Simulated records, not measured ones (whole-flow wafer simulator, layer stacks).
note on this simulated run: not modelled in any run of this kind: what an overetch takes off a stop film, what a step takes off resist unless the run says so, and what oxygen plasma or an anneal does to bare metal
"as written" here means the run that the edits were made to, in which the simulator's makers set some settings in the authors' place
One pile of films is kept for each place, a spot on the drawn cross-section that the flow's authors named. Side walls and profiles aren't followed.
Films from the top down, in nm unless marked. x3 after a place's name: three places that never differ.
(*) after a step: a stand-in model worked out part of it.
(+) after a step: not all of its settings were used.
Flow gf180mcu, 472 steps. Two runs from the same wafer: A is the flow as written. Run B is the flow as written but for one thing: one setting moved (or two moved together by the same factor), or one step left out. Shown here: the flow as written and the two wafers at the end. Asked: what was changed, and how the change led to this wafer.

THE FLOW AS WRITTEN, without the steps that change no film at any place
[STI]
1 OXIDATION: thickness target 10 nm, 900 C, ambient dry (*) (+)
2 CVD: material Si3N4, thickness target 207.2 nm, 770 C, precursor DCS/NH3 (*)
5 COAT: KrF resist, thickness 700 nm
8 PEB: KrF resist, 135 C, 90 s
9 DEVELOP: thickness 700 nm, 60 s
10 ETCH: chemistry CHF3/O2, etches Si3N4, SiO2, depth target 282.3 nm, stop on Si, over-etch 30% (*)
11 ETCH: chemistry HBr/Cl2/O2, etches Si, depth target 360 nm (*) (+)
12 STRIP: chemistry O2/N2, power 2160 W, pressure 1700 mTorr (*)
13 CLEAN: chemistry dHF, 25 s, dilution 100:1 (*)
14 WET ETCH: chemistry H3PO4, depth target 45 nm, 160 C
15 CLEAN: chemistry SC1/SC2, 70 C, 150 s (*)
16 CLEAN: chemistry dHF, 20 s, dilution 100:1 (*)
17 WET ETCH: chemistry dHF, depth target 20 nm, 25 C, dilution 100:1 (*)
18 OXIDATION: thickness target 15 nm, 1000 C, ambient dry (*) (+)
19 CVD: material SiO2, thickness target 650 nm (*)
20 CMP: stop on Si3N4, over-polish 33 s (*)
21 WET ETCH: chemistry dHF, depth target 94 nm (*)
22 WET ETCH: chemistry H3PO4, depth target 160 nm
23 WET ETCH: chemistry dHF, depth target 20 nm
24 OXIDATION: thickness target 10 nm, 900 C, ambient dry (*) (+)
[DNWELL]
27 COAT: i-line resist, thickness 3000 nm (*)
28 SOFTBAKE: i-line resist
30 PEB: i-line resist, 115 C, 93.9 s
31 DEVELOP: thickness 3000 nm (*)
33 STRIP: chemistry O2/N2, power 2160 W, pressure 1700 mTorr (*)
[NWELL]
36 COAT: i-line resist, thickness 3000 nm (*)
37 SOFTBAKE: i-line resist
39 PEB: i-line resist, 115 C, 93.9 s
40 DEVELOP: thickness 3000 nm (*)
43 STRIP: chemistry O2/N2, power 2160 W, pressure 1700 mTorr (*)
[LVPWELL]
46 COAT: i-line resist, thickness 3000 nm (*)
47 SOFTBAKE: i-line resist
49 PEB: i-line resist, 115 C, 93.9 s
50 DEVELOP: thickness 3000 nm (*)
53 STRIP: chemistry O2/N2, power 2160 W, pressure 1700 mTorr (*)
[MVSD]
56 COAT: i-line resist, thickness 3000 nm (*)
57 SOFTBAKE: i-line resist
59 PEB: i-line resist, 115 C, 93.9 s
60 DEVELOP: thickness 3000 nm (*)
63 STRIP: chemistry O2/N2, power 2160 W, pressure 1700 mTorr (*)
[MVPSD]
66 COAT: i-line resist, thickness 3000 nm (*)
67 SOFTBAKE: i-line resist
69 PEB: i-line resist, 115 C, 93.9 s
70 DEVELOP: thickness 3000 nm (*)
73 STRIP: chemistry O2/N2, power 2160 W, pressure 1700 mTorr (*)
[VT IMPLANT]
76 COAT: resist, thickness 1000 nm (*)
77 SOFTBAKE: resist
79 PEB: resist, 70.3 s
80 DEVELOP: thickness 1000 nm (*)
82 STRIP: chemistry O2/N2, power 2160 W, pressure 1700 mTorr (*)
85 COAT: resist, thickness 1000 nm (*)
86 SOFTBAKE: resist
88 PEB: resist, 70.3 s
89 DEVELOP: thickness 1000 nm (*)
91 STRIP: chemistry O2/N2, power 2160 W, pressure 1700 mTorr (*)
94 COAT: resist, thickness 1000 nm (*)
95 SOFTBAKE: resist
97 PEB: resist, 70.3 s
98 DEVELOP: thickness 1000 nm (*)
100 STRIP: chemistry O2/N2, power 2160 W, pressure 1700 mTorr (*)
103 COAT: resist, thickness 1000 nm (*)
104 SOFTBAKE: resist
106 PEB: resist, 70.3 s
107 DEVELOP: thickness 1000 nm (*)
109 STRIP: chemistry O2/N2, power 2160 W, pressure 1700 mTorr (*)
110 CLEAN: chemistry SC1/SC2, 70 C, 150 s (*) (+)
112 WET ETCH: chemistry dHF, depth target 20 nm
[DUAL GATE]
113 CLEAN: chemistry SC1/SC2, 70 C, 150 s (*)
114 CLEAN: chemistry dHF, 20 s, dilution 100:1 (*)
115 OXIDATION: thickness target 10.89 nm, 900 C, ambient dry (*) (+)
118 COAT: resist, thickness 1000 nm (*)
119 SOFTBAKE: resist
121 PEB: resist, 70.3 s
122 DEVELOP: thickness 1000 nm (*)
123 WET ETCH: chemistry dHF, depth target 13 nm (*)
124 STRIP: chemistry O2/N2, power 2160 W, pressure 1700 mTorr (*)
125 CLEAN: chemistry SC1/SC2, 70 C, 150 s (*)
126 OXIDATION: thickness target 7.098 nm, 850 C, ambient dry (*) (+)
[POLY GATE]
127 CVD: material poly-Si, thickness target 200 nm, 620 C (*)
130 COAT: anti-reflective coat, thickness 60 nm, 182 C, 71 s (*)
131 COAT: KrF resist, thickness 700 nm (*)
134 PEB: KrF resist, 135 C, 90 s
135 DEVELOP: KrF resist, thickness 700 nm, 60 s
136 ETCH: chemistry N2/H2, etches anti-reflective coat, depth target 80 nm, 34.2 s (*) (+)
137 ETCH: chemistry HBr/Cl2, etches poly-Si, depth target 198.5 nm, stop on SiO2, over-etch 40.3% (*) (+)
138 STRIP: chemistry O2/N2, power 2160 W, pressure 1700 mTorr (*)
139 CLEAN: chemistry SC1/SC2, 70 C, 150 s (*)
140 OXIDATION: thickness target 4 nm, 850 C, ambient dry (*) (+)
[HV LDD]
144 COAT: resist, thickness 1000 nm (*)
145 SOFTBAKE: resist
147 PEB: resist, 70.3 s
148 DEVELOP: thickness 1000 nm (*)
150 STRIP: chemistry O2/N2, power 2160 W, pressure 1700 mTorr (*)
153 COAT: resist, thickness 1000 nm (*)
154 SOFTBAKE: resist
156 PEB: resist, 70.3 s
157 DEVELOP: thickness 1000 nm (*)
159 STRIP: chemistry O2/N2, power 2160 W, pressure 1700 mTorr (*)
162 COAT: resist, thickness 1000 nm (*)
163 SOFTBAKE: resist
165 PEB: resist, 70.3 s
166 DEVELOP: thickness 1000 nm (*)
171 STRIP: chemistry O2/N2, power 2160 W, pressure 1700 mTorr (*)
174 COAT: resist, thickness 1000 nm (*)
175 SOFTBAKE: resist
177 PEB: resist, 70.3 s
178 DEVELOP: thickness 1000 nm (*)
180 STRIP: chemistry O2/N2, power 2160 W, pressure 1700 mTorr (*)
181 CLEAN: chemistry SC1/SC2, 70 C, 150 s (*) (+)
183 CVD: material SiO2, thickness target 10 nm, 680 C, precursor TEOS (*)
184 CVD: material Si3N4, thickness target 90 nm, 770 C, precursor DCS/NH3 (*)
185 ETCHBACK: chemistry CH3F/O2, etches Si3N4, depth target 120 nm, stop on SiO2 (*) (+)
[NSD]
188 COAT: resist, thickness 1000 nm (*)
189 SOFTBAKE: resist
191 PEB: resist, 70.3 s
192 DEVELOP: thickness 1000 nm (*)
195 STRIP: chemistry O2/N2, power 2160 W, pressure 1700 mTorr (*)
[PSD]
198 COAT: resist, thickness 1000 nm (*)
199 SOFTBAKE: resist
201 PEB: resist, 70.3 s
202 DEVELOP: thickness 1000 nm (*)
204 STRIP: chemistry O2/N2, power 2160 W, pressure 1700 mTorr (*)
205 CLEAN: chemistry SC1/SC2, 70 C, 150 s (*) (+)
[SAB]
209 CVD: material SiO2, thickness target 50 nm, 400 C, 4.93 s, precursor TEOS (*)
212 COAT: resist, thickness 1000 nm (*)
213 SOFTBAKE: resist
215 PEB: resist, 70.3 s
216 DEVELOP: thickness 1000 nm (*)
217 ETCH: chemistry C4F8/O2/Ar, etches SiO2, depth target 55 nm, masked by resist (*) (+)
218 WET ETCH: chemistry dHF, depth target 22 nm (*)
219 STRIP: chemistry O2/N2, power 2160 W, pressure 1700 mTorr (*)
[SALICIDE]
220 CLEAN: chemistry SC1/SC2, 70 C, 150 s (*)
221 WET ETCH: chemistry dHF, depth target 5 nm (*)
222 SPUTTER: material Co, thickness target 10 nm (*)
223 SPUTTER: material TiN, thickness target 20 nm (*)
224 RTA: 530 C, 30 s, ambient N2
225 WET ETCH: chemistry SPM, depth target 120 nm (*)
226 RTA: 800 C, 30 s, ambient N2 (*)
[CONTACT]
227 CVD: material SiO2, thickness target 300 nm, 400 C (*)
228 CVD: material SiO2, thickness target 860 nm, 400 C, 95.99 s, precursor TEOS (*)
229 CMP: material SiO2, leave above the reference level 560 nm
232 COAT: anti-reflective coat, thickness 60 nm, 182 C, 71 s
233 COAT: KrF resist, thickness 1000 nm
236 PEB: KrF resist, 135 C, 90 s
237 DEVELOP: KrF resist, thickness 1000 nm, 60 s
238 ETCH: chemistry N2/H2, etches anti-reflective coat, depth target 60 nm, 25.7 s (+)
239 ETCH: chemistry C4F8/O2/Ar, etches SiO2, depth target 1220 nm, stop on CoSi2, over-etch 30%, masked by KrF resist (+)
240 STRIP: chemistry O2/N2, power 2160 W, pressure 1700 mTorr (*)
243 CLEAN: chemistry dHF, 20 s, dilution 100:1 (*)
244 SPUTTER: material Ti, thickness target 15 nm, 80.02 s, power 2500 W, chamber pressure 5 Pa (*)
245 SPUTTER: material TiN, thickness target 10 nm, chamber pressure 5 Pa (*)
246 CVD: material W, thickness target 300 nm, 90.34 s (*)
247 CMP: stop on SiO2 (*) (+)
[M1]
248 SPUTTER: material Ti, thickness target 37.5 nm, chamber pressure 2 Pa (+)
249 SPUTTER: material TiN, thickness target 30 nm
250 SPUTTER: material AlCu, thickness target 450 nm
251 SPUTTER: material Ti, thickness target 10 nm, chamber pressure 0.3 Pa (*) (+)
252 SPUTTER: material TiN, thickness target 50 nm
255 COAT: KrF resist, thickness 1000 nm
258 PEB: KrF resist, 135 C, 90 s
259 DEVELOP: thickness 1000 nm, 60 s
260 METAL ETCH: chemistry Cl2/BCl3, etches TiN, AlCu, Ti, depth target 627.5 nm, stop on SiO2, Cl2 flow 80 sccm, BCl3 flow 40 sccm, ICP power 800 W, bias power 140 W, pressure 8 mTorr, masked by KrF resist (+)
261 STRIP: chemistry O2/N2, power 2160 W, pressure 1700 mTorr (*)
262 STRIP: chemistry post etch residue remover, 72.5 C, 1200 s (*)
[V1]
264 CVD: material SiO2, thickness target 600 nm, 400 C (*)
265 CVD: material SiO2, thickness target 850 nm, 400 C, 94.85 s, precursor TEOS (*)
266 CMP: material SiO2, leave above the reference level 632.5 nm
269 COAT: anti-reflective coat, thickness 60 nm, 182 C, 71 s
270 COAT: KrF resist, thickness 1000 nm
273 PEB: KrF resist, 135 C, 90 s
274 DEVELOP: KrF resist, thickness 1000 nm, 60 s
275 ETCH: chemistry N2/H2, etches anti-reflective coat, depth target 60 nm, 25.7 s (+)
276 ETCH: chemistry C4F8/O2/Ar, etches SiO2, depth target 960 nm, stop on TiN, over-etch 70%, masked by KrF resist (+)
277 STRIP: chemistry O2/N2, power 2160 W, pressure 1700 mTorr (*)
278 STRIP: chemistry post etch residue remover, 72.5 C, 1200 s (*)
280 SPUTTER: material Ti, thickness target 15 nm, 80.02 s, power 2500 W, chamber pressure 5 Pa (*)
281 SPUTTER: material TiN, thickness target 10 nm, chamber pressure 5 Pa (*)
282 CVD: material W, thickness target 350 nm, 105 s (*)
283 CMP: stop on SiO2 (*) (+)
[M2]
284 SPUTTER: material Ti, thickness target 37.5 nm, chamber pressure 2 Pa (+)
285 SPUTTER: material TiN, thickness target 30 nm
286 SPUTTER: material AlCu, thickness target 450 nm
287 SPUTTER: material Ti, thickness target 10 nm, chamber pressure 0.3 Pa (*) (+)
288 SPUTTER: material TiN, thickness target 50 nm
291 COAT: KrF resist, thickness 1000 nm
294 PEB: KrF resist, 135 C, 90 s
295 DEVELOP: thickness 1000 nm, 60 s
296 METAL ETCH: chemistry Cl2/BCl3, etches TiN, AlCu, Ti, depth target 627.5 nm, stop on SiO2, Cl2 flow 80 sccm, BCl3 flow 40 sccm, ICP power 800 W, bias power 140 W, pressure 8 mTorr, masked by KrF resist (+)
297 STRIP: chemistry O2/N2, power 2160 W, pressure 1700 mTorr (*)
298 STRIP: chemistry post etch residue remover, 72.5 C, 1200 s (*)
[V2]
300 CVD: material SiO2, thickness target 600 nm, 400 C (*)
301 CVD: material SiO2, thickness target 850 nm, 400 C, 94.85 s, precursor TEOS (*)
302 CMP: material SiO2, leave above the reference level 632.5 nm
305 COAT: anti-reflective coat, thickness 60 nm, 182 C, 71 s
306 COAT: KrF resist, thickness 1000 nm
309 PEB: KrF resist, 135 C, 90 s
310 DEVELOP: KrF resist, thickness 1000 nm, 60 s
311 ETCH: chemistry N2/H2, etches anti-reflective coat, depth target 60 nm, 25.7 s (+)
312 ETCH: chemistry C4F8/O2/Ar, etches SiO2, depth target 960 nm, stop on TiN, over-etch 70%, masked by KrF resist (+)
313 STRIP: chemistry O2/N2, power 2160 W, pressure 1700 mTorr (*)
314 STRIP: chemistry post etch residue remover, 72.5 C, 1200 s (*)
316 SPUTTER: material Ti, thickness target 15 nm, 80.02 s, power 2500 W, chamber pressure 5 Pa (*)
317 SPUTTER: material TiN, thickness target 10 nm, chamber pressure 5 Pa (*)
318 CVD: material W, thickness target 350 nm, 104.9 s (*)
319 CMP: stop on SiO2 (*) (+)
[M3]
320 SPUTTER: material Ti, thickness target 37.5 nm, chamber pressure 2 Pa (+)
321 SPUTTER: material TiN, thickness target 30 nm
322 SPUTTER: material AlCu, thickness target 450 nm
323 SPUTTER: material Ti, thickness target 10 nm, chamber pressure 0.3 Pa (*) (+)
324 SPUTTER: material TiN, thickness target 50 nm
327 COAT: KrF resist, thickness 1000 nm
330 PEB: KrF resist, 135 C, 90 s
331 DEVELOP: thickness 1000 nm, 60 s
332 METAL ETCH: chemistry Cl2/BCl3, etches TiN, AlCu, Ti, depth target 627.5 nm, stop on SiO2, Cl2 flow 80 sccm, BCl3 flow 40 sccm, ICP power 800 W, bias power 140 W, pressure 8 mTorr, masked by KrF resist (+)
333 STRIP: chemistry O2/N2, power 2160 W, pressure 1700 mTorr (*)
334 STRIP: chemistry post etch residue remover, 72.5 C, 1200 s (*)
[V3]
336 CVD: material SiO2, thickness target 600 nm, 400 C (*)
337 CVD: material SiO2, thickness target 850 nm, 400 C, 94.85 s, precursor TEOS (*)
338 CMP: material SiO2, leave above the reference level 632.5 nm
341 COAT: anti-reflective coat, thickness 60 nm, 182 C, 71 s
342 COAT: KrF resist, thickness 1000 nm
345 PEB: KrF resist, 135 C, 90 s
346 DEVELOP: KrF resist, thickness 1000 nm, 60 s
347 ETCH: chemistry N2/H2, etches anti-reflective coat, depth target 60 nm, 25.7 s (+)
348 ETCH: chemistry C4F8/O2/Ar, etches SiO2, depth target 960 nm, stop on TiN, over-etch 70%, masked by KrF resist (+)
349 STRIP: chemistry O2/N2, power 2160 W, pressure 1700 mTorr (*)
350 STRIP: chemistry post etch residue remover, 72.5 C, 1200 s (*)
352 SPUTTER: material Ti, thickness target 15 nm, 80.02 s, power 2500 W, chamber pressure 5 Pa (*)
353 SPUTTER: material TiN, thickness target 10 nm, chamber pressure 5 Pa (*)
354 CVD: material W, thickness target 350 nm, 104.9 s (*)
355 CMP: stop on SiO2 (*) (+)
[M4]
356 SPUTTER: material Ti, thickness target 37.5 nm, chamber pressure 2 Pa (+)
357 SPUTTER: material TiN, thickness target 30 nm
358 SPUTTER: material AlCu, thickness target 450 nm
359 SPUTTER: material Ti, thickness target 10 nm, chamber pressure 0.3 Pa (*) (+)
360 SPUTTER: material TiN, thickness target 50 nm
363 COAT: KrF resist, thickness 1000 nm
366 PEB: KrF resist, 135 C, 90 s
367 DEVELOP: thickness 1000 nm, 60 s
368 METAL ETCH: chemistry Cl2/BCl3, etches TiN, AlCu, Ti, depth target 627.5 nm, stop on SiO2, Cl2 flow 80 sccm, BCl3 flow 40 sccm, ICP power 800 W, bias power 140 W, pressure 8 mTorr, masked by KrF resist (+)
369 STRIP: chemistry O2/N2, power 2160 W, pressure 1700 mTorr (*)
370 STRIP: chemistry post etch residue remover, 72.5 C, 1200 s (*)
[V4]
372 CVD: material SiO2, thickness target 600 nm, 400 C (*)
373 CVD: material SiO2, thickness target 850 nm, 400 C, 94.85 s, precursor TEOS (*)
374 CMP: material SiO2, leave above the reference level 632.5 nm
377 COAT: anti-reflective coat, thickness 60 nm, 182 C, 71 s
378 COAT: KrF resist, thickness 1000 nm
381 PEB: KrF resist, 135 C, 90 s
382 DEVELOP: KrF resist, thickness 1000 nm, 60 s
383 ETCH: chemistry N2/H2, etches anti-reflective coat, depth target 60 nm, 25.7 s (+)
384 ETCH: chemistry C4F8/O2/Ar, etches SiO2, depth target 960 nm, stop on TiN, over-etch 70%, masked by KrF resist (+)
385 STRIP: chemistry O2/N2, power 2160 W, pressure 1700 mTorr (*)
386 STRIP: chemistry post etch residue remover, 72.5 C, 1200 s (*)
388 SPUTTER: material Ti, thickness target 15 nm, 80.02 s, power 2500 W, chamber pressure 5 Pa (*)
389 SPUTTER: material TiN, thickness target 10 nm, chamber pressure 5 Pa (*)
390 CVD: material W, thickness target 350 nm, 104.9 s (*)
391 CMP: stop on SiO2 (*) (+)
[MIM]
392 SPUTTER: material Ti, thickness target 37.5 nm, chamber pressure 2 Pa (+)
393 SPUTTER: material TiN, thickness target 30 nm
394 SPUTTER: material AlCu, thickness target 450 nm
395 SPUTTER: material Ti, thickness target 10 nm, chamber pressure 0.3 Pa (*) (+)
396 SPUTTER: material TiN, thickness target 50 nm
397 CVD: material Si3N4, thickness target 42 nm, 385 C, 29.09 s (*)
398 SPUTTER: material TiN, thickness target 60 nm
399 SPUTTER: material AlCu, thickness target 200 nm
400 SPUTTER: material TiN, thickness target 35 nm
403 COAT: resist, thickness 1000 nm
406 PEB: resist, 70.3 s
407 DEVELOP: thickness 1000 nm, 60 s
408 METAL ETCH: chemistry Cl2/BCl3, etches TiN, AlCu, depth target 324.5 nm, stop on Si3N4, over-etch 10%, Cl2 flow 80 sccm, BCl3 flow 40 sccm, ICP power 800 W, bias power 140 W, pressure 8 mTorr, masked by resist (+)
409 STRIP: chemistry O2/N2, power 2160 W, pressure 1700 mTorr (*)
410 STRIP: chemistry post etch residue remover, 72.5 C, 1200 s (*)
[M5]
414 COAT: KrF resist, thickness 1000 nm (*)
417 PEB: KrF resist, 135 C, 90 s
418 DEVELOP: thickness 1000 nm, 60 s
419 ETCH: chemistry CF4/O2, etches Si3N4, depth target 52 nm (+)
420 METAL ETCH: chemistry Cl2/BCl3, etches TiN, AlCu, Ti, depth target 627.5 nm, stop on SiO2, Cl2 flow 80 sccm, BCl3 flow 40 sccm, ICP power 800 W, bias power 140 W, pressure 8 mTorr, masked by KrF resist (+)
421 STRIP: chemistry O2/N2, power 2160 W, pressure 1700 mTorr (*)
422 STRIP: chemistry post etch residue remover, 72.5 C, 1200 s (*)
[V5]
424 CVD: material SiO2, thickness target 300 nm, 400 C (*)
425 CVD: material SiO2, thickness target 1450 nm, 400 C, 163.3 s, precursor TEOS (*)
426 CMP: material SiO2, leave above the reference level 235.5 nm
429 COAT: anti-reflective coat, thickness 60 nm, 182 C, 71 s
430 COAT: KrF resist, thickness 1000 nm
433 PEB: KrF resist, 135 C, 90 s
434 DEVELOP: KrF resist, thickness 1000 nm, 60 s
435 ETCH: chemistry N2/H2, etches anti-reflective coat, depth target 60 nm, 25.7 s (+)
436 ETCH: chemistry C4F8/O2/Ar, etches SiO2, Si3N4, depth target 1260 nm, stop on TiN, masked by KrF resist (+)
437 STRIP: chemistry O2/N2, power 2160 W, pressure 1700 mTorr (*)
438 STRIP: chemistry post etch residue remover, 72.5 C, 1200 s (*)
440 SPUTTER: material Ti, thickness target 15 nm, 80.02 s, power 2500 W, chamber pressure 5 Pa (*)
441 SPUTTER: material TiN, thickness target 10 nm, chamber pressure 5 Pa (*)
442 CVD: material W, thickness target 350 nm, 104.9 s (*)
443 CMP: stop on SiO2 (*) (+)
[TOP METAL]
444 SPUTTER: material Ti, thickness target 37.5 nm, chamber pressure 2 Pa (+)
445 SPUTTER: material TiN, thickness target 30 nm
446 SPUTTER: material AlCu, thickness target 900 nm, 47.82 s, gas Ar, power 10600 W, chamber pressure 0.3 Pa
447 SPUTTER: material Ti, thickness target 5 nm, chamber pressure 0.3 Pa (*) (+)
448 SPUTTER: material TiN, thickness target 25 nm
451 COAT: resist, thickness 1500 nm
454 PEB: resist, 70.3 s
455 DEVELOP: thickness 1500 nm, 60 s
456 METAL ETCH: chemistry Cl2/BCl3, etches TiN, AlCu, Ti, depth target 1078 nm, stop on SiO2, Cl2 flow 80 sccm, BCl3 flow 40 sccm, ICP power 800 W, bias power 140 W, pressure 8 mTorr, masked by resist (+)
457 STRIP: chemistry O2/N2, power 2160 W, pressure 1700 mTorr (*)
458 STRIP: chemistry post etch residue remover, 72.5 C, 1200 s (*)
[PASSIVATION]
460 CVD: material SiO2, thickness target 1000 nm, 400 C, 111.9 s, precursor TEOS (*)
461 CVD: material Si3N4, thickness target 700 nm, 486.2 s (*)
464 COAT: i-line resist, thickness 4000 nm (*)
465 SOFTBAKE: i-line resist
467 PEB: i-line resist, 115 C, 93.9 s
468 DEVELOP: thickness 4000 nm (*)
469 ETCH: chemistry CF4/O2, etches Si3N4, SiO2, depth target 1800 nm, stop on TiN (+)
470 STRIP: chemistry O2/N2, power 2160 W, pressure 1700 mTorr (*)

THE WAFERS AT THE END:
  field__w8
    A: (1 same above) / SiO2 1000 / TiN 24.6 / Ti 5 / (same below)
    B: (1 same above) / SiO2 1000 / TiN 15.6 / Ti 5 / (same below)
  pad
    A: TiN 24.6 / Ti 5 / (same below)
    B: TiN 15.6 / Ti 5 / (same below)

The cause: step 448, SPUTTER: thickness target 16 nm was run, where the flow has thickness target 25 nm.

How the change led to this, step by step:
  448 SPUTTER: material TiN, thickness target 25 nm
      field, field__w1, field__w2 and 109 more: A TiN +25 (new film) | B TiN +16 (new film)
  456 METAL ETCH: chemistry Cl2/BCl3, etches TiN, AlCu, Ti, depth target 1078 nm, stop on SiO2, Cl2 flow 80 sccm, BCl3 flow 40 sccm, ICP power 800 W, bias power 140 W, pressure 8 mTorr, masked by resist (+)
      field, field__w1, field__w2 and 103 more: A TiN -25 (all of it), Ti -5 (all of it), AlCu -900 (all of it), TiN -30 (all of it), Ti -37.5 (all of it) | B TiN -16 (all of it), Ti -5 (all of it), AlCu -900 (all of it), TiN -30 (all of it), Ti -37.5 (all of it)
